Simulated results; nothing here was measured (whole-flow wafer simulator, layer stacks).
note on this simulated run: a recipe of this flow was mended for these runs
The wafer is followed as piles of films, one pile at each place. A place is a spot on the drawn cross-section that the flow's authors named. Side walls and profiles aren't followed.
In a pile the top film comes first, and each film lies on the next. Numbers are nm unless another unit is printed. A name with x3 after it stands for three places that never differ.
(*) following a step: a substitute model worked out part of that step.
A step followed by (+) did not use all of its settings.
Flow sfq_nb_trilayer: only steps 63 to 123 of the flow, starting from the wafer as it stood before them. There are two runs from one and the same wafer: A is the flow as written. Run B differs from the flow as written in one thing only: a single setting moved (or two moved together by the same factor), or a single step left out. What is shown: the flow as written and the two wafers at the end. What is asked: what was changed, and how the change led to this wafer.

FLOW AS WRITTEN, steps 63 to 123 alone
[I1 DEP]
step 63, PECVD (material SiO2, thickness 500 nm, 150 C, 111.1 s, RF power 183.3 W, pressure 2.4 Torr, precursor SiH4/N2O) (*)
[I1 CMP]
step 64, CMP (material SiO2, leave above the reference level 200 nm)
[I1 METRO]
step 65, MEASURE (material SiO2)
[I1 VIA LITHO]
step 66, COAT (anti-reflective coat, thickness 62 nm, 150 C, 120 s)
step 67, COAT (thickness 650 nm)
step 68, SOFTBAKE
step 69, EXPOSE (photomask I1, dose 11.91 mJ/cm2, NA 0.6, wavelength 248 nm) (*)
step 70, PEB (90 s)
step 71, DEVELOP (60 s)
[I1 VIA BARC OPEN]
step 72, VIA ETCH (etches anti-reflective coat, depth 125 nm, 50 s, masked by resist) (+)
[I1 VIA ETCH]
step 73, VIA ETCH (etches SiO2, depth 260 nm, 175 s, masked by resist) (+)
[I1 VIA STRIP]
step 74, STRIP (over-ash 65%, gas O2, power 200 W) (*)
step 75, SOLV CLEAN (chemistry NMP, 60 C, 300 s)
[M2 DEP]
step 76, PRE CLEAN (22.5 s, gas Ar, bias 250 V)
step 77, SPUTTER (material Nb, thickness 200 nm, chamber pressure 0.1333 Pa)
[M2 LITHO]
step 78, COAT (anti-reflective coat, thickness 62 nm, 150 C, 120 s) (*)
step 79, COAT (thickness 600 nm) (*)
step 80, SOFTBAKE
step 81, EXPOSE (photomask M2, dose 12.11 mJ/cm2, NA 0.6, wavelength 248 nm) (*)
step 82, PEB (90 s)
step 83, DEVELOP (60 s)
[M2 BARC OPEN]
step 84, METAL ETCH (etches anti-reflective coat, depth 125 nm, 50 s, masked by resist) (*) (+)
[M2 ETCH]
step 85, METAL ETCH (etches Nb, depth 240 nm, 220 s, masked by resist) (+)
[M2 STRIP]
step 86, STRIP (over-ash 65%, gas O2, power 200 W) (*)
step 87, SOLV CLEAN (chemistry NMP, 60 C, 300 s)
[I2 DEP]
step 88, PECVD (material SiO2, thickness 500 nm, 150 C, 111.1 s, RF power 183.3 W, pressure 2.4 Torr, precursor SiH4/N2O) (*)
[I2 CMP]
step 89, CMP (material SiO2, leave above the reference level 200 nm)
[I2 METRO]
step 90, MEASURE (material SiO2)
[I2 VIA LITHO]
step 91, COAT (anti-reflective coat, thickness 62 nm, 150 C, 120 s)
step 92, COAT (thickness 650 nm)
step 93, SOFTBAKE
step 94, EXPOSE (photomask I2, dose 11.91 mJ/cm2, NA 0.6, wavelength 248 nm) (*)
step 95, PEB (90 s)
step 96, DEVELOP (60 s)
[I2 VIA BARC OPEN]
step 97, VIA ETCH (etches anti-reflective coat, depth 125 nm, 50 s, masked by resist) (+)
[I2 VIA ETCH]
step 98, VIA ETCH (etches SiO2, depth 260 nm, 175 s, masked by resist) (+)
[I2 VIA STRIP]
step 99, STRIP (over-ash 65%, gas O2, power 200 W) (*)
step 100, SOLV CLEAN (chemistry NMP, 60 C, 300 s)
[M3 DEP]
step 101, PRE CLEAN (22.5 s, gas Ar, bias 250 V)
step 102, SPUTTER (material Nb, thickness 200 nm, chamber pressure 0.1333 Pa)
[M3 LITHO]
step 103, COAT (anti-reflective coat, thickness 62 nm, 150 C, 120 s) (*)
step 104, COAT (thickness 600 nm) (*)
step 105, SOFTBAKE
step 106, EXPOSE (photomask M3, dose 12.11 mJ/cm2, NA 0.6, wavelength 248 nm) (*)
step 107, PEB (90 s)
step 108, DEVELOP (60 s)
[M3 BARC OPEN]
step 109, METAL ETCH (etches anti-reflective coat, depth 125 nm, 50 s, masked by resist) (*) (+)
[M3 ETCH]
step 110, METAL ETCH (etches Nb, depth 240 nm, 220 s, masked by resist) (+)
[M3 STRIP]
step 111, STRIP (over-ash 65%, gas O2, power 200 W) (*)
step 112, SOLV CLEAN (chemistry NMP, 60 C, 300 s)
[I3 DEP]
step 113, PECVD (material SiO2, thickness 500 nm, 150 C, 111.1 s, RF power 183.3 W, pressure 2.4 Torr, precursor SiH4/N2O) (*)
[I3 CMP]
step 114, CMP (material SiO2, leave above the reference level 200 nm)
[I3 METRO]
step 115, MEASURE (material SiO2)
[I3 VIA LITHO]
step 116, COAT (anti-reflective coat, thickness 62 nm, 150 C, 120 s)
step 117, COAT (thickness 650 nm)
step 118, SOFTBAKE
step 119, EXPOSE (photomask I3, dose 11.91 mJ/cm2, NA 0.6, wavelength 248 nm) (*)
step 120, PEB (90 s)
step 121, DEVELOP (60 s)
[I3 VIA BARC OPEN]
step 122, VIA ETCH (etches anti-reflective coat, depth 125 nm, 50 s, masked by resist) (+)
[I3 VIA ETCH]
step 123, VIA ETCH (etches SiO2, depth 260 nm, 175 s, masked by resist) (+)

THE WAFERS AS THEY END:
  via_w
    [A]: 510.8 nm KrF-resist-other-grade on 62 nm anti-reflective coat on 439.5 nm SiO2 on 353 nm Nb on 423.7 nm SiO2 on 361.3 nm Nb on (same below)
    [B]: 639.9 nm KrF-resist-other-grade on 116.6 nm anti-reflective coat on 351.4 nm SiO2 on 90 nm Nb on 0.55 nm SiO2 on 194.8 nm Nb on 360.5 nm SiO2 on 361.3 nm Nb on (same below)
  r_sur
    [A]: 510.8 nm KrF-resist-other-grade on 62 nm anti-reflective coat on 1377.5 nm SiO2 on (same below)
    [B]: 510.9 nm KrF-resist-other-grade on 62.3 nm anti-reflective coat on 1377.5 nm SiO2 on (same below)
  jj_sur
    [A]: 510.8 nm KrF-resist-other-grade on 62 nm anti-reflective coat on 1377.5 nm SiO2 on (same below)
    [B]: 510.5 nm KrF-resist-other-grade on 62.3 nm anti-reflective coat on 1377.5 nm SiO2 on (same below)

The reason: step 63, PECVD: pressure 3.84 Torr was run, though the flow has pressure 2.4 Torr.

The path from the change to this, step by step:
  step 63, PECVD (material SiO2, thickness 500 nm, 150 C, 111.1 s, RF power 183.3 W, pressure 2.4 Torr, precursor SiH4/N2O) (*)
      field_l, be, be_sur and 72 more: A SiO2 gains 500 | B SiO2 gains 333.3
      v_sur, via_wl, via_wr and 20 more: A SiO2 gains 500 (new film) | B SiO2 gains 333.3 (new film)
      (and at 8 other places as well)
  step 64, CMP (material SiO2, leave above the reference level 200 nm)
      field_l, be, be_sur and 72 more: A SiO2 loses 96 | B nothing
      lsp_m, ln_m6, lsp_r, l0_sur, l0v: A SiO2 loses 90.8 | B nothing
      (and at 26 other places as well)
  step 66, COAT (anti-reflective coat, thickness 62 nm, 150 C, 120 s)
      wl_a_sr, wl_b_sl, wl_c_m6: A anti-reflective coat gains 62 (new film) | B anti-reflective coat gains 60.6 (new film)
      m0r_line_l x3: A anti-reflective coat gains 62 (new film) | B anti-reflective coat gains 70.1 (new film)
      (and at 73 other places as well)
  step 67, COAT (thickness 650 nm)
      wl_j_sl, m8r_pad_r: A KrF-resist-other-grade gains 650 (new film) | B KrF-resist-other-grade gains 635.9 (new film)
      m5r_line_l, m5r_line_r: A KrF-resist-other-grade gains 650 (new film) | B KrF-resist-other-grade gains 665.5 (new film)
      (and at 15 other places as well)
  step 71, DEVELOP (60 s)
      via_v: A KrF-resist-other-grade loses 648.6 (all of it) | B KrF-resist-other-grade loses 622.3 (all of it)
  step 72, VIA ETCH (etches anti-reflective coat, depth 125 nm, 50 s, masked by resist) (+)
      via_v: A anti-reflective coat loses 62 (all of it), SiO2 loses 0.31 | B anti-reflective coat loses 60 (all of it), SiO2 loses 0.32
  step 74, STRIP (over-ash 65%, gas O2, power 200 W) (*)
      m0r_line_l x3: A KrF-resist-other-grade loses 510.8 (all of it), anti-reflective coat loses 62 (all of it) | B KrF-resist-other-grade loses 522.7 (all of it), anti-reflective coat loses 70.1 (all of it)
      m0r_space_l, m6r_space_l x2: A KrF-resist-other-grade loses 510.8 (all of it), anti-reflective coat loses 62 (all of it) | B KrF-resist-other-grade loses 513.8 (all of it), anti-reflective coat loses 80.8 (all of it)
      (and at 73 other places as well)
  step 77, SPUTTER (material Nb, thickness 200 nm, chamber pressure 0.1333 Pa)
      be, lsp_l: A Nb gains 200 (new film) | B Nb gains 193.8 (new film)
      via_w: A Nb gains 200 (new film) | B Nb gains 194.8 (new film)
  step 78, COAT (anti-reflective coat, thickness 62 nm, 150 C, 120 s) (*)
      l0r_line_c, m0r_line_r x3: A anti-reflective coat gains 62 (new film) | B anti-reflective coat gains 68.1 (new film)
      wl_a_sr, wl_b_sl, wl_b_sr: A anti-reflective coat gains 62 (new film) | B anti-reflective coat gains 60.5 (new film)
      (and at 73 other places as well)
  step 79, COAT (thickness 600 nm) (*)
      m5r_line_l, m5r_line_r: A KrF-resist-other-grade gains 600 (new film) | B KrF-resist-other-grade gains 613.9 (new film)
      m5r_linepad_l, m5r_linepad_r: A KrF-resist-other-grade gains 600 (new film) | B KrF-resist-other-grade gains 586.1 (new film)
      (and at 16 other places as well)
  step 83, DEVELOP (60 s)
      m5r_line_l, m5r_line_r: A KrF-resist-other-grade loses 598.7 (all of it) | B KrF-resist-other-grade loses 612.6 (all of it)
      m5r_linepad_l, m5r_linepad_r: A KrF-resist-other-grade loses 598.7 (all of it) | B KrF-resist-other-grade loses 584.9 (all of it)
      (and at 10 other places as well)
  step 84, METAL ETCH (etches anti-reflective coat, depth 125 nm, 50 s, masked by resist) (*) (+)
      l0r_line_c, m0r_line_r x3: A anti-reflective coat loses 62 (all of it) | B anti-reflective coat loses 68.1 (all of it)
      m0r_line_l x3: A anti-reflective coat loses 62 (all of it) | B anti-reflective coat loses 68.3 (all of it)
      (and at 54 other places as well)
  step 85, METAL ETCH (etches Nb, depth 240 nm, 220 s, masked by resist) (+)
      be, lsp_l: A Nb loses 200 (all of it), SiO2 loses 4 | B Nb loses 193.8 (all of it), SiO2 loses 4.62
  step 86, STRIP (over-ash 65%, gas O2, power 200 W) (*)
      v_sur: A KrF-resist-other-grade loses 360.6 (all of it), anti-reflective coat loses 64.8 (all of it) | B KrF-resist-other-grade loses 354.4 (all of it), anti-reflective coat loses 30.3 (all of it)
      via_wl: A KrF-resist-other-grade loses 357.4 (all of it), anti-reflective coat loses 67.7 (all of it) | B KrF-resist-other-grade loses 347 (all of it), anti-reflective coat loses 40.3 (all of it)
      (and at 20 other places as well)
  step 89, CMP (material SiO2, leave above the reference level 200 nm)
      field_l, be_sur, gap and 72 more: A SiO2 loses 96 | B SiO2 loses 25.3
      lsp_m, ln_m6, lsp_r, l0_sur, l0v: A SiO2 loses 96 | B SiO2 loses 21.9
      (and at 3 other places as well)
  step 98, VIA ETCH (etches SiO2, depth 260 nm, 175 s, masked by resist) (+)
      via_w: A SiO2 loses 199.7 (all of it), Nb loses 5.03 | B SiO2 loses 260
  ... another 11 steps ...
  step 122, VIA ETCH (etches anti-reflective coat, depth 125 nm, 50 s, masked by resist) (+)
      via_v: A anti-reflective coat loses 62 (all of it), SiO2 loses 0.31 | B anti-reflective coat loses 71 (all of it), SiO2 loses 0.27
If metal films that touch count as one body, via_w has 3 bodies (between them, from the top down: SiO2 0.55; SiO2 360.5); the flow as written gives 2 bodies (between them, from the top down: SiO2 423.7).
